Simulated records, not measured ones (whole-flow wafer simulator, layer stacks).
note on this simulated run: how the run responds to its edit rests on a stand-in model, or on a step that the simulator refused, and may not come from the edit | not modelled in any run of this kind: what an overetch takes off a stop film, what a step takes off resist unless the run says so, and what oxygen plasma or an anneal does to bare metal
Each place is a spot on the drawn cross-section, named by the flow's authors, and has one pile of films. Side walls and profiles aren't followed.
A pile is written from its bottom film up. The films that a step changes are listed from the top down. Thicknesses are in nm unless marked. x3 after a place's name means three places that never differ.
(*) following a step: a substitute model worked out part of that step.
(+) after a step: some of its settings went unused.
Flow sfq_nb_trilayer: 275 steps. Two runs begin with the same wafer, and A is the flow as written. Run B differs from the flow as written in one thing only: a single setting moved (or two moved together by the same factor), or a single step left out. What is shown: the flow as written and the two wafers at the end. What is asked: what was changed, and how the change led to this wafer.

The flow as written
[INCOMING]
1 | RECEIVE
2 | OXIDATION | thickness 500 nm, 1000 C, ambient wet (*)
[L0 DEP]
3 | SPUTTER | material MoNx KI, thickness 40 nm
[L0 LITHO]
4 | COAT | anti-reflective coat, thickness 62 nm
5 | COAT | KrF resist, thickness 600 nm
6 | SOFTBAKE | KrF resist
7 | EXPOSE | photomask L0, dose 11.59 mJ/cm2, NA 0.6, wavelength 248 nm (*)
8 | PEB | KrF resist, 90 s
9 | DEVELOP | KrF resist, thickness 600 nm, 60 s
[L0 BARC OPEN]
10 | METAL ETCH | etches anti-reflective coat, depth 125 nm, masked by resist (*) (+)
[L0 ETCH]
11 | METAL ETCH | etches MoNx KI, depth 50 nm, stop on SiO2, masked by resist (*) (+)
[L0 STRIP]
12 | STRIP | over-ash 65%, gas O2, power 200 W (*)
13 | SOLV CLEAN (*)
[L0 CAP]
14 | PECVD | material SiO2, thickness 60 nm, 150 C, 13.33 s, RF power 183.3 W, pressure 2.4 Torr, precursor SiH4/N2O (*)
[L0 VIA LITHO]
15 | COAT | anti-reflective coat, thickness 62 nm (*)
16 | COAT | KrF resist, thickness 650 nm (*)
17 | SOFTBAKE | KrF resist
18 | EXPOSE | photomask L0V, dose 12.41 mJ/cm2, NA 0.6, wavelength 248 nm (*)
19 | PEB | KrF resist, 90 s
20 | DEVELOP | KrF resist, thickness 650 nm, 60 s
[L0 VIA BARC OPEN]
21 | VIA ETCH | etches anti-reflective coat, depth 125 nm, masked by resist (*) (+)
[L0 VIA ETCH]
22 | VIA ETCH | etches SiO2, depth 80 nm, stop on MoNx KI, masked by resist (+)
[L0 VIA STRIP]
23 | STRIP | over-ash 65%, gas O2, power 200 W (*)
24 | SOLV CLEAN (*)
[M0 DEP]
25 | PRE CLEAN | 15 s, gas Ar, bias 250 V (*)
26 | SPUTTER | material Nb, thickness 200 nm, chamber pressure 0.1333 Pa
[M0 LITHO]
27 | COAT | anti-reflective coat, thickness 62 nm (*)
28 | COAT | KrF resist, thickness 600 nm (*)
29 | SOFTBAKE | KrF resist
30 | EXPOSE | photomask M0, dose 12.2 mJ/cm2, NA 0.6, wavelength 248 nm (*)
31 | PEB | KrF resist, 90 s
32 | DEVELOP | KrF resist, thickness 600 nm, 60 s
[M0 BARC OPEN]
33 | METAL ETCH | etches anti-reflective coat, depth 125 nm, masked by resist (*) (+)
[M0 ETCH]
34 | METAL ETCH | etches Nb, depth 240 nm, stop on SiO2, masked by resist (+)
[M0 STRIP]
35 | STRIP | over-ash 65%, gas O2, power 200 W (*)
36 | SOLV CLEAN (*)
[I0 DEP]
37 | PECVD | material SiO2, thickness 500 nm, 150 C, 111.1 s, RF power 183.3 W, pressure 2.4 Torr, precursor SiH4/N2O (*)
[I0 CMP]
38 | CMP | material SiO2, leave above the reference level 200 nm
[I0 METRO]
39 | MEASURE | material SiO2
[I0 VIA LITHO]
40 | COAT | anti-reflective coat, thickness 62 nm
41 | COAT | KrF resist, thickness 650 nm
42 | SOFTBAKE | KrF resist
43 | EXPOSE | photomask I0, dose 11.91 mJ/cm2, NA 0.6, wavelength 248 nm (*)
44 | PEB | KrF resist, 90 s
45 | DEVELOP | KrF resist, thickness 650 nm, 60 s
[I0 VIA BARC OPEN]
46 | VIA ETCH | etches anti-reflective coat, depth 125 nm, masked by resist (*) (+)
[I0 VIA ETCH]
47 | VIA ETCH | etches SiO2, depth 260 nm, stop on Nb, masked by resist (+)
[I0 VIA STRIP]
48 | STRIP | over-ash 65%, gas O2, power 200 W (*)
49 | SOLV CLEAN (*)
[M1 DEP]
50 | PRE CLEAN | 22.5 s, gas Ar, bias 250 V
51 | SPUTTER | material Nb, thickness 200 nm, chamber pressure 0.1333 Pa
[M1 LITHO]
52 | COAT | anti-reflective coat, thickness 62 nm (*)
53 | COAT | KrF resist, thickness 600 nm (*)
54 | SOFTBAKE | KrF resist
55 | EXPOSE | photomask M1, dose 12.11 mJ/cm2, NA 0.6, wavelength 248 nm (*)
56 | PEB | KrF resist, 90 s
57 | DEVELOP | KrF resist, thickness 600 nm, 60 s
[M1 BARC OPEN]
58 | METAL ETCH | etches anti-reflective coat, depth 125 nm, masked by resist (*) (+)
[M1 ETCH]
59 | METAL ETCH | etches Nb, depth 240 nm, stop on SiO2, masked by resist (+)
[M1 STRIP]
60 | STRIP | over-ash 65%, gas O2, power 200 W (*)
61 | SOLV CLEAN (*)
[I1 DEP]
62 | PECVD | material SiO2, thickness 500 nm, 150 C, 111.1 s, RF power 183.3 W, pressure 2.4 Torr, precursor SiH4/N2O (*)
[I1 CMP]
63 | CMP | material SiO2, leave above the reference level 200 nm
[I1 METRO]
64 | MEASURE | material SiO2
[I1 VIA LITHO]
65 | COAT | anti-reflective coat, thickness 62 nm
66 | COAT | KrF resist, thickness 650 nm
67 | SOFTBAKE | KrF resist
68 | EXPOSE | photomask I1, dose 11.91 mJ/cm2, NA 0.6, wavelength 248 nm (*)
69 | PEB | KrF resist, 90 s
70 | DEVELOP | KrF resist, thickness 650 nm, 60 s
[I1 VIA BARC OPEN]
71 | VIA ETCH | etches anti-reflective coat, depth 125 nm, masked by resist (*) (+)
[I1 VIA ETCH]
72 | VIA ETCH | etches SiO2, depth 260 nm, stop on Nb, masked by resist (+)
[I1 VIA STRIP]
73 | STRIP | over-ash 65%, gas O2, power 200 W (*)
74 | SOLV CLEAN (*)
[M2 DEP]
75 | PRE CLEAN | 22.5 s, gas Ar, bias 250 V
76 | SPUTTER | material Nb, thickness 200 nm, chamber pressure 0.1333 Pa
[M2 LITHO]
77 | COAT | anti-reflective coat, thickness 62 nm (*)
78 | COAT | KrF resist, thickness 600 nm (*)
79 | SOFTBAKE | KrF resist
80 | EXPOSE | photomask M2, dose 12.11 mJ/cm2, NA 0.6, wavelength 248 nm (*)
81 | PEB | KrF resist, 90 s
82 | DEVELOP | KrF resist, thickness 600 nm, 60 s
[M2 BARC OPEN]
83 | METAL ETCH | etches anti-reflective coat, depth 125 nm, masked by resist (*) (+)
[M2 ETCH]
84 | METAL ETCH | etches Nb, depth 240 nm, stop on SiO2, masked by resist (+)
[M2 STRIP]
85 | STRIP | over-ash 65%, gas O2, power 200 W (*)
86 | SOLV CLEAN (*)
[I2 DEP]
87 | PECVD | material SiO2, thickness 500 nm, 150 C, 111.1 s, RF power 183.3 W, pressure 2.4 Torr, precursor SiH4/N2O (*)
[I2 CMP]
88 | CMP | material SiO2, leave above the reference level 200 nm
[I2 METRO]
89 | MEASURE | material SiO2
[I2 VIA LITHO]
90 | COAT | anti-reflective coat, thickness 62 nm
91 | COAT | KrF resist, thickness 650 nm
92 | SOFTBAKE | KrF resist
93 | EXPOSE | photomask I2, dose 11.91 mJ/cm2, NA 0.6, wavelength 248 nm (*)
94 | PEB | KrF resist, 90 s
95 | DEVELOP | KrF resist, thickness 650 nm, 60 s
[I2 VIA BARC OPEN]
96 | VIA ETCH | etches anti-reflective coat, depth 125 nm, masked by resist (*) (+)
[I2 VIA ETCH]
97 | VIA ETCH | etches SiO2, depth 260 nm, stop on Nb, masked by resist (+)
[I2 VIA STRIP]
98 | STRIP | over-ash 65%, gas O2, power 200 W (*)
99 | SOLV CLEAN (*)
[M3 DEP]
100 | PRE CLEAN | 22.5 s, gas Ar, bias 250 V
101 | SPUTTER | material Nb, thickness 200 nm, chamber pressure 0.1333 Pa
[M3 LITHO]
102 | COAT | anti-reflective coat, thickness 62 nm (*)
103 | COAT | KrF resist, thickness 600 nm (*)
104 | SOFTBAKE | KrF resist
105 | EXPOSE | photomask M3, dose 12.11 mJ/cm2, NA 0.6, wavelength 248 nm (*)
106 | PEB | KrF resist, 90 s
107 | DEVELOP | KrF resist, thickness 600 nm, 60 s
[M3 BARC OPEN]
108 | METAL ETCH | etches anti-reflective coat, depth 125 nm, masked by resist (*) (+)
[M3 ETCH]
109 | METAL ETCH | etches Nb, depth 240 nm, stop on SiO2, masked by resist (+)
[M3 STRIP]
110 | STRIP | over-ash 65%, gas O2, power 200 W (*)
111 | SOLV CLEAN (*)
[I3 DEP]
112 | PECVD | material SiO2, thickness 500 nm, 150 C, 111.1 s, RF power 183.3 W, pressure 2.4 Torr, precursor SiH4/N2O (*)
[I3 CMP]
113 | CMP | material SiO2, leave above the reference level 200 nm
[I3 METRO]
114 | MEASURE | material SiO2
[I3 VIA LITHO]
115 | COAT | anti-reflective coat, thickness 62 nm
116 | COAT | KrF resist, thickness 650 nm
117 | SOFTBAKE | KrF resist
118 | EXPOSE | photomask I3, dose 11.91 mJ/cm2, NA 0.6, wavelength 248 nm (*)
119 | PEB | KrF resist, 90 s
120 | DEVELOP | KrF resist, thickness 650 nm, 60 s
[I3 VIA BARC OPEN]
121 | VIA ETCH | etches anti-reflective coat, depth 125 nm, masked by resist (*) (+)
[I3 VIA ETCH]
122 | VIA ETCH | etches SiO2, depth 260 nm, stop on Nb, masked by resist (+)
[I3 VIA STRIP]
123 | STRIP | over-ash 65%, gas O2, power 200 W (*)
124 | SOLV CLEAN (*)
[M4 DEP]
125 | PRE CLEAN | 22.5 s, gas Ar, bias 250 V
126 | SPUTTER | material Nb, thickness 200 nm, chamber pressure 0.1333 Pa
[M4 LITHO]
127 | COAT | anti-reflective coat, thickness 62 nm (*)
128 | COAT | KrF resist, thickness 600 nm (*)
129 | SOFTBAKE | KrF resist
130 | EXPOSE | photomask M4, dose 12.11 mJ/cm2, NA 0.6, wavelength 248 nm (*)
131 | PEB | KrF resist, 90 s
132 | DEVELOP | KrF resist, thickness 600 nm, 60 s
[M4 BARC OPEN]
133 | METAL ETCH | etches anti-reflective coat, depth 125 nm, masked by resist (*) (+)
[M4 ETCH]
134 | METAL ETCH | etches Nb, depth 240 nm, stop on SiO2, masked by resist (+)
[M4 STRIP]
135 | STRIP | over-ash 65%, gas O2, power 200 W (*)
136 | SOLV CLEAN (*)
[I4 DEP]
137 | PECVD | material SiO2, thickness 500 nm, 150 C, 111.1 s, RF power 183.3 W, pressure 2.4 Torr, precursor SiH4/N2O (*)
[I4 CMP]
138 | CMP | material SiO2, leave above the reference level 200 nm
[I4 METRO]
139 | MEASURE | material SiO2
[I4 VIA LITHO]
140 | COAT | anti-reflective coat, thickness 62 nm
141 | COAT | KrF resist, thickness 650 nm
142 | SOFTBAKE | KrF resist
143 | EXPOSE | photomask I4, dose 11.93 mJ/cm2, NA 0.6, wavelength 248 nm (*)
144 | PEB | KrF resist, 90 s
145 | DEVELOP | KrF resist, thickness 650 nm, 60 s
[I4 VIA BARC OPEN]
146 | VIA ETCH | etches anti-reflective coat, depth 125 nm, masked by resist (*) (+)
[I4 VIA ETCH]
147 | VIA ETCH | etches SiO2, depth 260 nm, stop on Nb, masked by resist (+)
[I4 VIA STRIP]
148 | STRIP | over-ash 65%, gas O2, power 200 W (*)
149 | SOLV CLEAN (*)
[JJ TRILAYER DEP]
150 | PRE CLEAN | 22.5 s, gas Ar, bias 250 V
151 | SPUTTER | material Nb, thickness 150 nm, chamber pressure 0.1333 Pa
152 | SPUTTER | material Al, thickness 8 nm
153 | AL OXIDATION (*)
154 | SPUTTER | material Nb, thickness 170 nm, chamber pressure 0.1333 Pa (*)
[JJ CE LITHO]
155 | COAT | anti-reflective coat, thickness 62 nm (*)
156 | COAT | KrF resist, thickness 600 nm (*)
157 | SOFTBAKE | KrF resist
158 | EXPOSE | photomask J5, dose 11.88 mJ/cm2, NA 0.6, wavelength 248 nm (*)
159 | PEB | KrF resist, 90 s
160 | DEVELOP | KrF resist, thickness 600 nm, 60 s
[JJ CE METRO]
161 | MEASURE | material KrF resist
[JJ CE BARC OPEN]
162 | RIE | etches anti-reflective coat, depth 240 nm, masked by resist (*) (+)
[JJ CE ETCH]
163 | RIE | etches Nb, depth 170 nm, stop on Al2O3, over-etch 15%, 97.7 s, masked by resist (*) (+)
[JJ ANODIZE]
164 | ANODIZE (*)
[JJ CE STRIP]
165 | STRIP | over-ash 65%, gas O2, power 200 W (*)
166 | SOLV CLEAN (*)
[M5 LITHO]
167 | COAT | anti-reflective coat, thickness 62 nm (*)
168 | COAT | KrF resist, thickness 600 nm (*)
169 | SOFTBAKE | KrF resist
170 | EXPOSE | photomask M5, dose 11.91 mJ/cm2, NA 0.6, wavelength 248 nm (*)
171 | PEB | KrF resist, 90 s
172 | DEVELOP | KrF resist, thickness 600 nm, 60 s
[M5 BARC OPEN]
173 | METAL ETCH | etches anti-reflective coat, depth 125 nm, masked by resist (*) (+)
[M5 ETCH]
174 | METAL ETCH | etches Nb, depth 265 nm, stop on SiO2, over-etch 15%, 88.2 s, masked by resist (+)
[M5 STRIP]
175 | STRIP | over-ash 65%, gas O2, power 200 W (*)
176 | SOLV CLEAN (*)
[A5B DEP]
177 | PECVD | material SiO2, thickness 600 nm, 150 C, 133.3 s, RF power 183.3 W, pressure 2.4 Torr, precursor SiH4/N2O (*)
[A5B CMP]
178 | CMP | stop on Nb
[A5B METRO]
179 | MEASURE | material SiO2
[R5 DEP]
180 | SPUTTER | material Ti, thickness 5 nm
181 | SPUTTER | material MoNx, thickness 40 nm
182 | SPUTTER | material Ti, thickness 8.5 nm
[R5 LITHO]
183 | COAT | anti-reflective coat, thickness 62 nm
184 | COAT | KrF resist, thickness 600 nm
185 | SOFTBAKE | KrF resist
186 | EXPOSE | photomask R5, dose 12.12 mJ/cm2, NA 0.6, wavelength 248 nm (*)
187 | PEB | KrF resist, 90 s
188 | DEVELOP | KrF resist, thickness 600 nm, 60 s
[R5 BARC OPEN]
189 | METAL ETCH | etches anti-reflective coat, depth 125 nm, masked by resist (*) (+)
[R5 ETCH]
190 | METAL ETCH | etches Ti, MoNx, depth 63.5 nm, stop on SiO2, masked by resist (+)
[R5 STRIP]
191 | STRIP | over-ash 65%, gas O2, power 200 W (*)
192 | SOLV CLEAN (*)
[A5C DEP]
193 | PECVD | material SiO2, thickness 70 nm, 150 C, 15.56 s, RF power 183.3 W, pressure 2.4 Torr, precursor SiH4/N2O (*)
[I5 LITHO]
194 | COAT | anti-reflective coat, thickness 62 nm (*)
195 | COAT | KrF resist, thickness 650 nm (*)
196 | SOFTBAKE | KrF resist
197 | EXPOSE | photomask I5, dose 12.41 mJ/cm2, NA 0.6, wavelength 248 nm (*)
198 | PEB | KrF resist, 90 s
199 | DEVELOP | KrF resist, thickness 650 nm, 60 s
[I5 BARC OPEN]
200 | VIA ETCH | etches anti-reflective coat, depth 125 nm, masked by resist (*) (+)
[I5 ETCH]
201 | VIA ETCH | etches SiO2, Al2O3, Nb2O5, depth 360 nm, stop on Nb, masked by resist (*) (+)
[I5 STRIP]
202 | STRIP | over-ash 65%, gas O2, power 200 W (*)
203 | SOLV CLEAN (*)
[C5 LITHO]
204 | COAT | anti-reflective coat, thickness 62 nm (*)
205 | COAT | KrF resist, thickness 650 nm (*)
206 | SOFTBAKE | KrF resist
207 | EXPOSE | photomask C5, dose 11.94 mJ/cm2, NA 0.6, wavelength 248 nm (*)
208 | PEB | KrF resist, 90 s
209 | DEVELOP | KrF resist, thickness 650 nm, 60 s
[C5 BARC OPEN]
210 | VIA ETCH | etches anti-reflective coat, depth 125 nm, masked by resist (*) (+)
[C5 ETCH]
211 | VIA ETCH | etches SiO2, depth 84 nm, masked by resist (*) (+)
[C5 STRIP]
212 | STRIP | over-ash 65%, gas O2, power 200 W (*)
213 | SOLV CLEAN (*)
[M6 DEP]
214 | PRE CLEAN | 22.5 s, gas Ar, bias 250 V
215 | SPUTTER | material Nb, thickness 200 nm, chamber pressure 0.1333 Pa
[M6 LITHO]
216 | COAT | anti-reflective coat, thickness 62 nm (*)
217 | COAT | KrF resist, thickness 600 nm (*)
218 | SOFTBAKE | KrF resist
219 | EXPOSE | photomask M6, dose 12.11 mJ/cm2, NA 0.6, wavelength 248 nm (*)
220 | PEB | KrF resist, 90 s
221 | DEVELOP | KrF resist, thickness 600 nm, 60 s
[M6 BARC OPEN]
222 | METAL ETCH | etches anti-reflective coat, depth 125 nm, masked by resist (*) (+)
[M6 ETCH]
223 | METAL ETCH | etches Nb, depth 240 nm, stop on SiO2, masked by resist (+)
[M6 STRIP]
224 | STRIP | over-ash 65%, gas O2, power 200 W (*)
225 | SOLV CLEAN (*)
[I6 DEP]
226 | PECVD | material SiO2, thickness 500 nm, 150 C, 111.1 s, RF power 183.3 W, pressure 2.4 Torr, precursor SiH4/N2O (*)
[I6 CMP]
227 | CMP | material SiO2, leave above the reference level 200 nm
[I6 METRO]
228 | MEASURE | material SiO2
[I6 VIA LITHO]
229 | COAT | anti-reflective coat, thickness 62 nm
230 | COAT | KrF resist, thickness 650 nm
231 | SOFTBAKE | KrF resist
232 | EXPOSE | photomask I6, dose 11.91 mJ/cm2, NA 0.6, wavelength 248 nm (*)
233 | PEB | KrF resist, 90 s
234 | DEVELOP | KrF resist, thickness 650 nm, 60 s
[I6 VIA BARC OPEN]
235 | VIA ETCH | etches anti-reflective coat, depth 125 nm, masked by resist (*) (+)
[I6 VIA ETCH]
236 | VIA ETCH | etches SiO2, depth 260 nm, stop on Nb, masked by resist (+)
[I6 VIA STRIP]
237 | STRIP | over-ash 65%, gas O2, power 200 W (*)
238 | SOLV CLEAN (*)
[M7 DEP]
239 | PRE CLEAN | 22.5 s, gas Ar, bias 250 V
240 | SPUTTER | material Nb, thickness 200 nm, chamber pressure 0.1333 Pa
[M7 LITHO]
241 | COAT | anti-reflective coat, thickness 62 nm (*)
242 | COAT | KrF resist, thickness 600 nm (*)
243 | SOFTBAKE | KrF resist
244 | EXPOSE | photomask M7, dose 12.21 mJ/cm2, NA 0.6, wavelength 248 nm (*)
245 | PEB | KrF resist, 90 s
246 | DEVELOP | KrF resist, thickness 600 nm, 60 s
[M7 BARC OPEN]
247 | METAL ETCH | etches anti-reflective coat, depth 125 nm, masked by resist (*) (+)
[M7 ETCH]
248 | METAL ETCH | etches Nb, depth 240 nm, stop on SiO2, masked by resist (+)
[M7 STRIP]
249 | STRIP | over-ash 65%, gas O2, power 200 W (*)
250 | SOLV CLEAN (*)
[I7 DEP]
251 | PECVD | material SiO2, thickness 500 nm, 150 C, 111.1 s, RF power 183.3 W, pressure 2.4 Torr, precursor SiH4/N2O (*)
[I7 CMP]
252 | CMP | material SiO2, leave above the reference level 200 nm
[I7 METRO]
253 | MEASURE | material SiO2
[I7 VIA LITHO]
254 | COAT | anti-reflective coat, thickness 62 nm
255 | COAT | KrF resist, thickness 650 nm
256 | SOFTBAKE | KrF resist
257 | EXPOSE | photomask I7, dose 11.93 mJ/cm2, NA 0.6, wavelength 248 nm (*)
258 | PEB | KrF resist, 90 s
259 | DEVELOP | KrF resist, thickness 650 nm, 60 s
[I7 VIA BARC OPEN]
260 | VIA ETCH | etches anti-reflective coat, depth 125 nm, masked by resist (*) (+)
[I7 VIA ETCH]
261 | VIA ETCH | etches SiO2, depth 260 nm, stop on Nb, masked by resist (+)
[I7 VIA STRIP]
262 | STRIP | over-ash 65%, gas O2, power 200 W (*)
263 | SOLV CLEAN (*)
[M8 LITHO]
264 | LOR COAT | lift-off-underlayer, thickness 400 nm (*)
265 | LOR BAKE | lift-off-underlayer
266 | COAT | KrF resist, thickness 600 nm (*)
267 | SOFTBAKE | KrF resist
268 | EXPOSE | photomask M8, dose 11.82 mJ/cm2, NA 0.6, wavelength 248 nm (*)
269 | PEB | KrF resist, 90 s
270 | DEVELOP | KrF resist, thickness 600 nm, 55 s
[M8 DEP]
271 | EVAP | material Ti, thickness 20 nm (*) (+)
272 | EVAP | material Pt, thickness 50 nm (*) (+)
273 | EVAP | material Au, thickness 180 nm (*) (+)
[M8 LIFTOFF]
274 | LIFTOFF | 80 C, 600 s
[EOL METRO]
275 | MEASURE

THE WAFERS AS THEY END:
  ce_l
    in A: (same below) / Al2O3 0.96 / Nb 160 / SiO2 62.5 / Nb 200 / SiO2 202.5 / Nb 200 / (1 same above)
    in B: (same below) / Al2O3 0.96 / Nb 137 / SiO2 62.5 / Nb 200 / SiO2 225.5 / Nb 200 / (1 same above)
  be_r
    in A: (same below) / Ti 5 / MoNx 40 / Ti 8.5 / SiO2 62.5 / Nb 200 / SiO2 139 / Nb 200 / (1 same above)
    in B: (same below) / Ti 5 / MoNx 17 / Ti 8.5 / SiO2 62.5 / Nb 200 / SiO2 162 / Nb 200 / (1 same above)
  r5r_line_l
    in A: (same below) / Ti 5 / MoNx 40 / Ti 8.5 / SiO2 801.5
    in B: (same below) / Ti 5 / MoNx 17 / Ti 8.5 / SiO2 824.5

Cause: step 181, SPUTTER: thickness 17 nm was run, while the flow as written has thickness 40 nm.
One can read it off the wafer: be_r has MoNx 17, and step 181 as written asks for 40 nm.

Step by step, how the change led to this:
  181 | SPUTTER | material MoNx, thickness 40 nm
      field_l, v_sur, via_wl and 103 more: A +40 MoNx (new film) | B +17 MoNx (new film)
  190 | METAL ETCH | etches Ti, MoNx, depth 63.5 nm, stop on SiO2, masked by resist (+)
      field_l, v_sur, via_wl and 92 more: A -8.5 Ti (all of it), -40 MoNx (all of it), -5 Ti (all of it) | B -8.5 Ti (all of it), -17 MoNx (all of it), -5 Ti (all of it)
      ce_l, c5j, ce_r, wl_jj: A -8.5 Ti (all of it), -40 MoNx (all of it), -5 Ti (all of it), -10 Nb | B -8.5 Ti (all of it), -17 MoNx (all of it), -5 Ti (all of it), -33 Nb
  194 | COAT | anti-reflective coat, thickness 62 nm (*)
      wl_j_sl, wl_j_sr: A +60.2 anti-reflective coat (new film) | B +56.5 anti-reflective coat (new film)
      r5r_spacepad_l, r5r_spacepad_r: A +84.4 anti-reflective coat (new film) | B +74.5 anti-reflective coat (new film)
      (as well as at 15 more places)
  202 | STRIP | over-ash 65%, gas O2, power 200 W (*)
      wl_j_sl, wl_j_sr: A -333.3 KrF resist (all of it), -60.2 anti-reflective coat (all of it) | B -333.4 KrF resist (all of it), -56.5 anti-reflective coat (all of it)
      r5r_spacepad_l, r5r_spacepad_r: A -335.6 KrF resist (all of it), -84.4 anti-reflective coat (all of it) | B -334.8 KrF resist (all of it), -74.5 anti-reflective coat (all of it)
      (as well as at 15 more places)
  204 | COAT | anti-reflective coat, thickness 62 nm (*)
      wl_j_sl, wl_j_sr: A +60.2 anti-reflective coat (new film) | B +56.5 anti-reflective coat (new film)
      r5r_spacepad_l, r5r_spacepad_r: A +84.4 anti-reflective coat (new film) | B +74.5 anti-reflective coat (new film)
      (as well as at 15 more places)
  210 | VIA ETCH | etches anti-reflective coat, depth 125 nm, masked by resist (*) (+)
      field_l, v_sur, via_wl and 101 more: A -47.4 KrF resist | B -48.9 KrF resist
      c5j: A -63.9 anti-reflective coat (all of it), -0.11 SiO2 | B -70.2 anti-reflective coat (all of it), -0.09 SiO2
      (as well as at 1 more place)
  212 | STRIP | over-ash 65%, gas O2, power 200 W (*)
      wl_j_sl, wl_j_sr: A -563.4 KrF resist (all of it), -60.2 anti-reflective coat (all of it) | B -561.8 KrF resist (all of it), -56.5 anti-reflective coat (all of it)
      r5r_spacepad_l, r5r_spacepad_r: A -565.8 KrF resist (all of it), -84.4 anti-reflective coat (all of it) | B -563.1 KrF resist (all of it), -74.5 anti-reflective coat (all of it)
      (as well as at 13 more places)
  216 | COAT | anti-reflective coat, thickness 62 nm (*)
      r5r_line_l, r5r_line_c, r5r_line_r: A +50 anti-reflective coat (new film) | B +54.1 anti-reflective coat (new film)
      wl_j_sl, wl_j_sr: A +60.2 anti-reflective coat (new film) | B +56.7 anti-reflective coat (new film)
      (as well as at 14 more places)
  222 | METAL ETCH | etches anti-reflective coat, depth 125 nm, masked by resist (*) (+)
      r5r_line_l, r5r_line_c, r5r_line_r: A -50 anti-reflective coat (all of it) | B -54.1 anti-reflective coat (all of it)
      r5r_spacepad_l, r5r_spacepad_r: A -85.7 anti-reflective coat (all of it) | B -74.9 anti-reflective coat (all of it)
      (as well as at 2 more places)
  224 | STRIP | over-ash 65%, gas O2, power 200 W (*)
      wl_j_sl, wl_j_sr: A -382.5 KrF resist (all of it), -60.2 anti-reflective coat (all of it) | B -382.3 KrF resist (all of it), -56.7 anti-reflective coat (all of it)
      jj_sur: A -378.5 KrF resist (all of it), -56.1 anti-reflective coat (all of it) | B -377.2 KrF resist (all of it), -51.9 anti-reflective coat (all of it)
      (as well as at 9 more places)
  226 | PECVD | material SiO2, thickness 500 nm, 150 C, 111.1 s, RF power 183.3 W, pressure 2.4 Torr, precursor SiH4/N2O (*)
      r5r_spacepad_l, r5r_spacepad_r: A +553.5 SiO2 | B +528 SiO2
  227 | CMP | material SiO2, leave above the reference level 200 nm
      ce_l, ce_r, wl_jj: A -290 SiO2 | B -267 SiO2
      be_r, r_sur, r_end: A -353.5 SiO2 | B -330.5 SiO2
      (as well as at 7 more places)
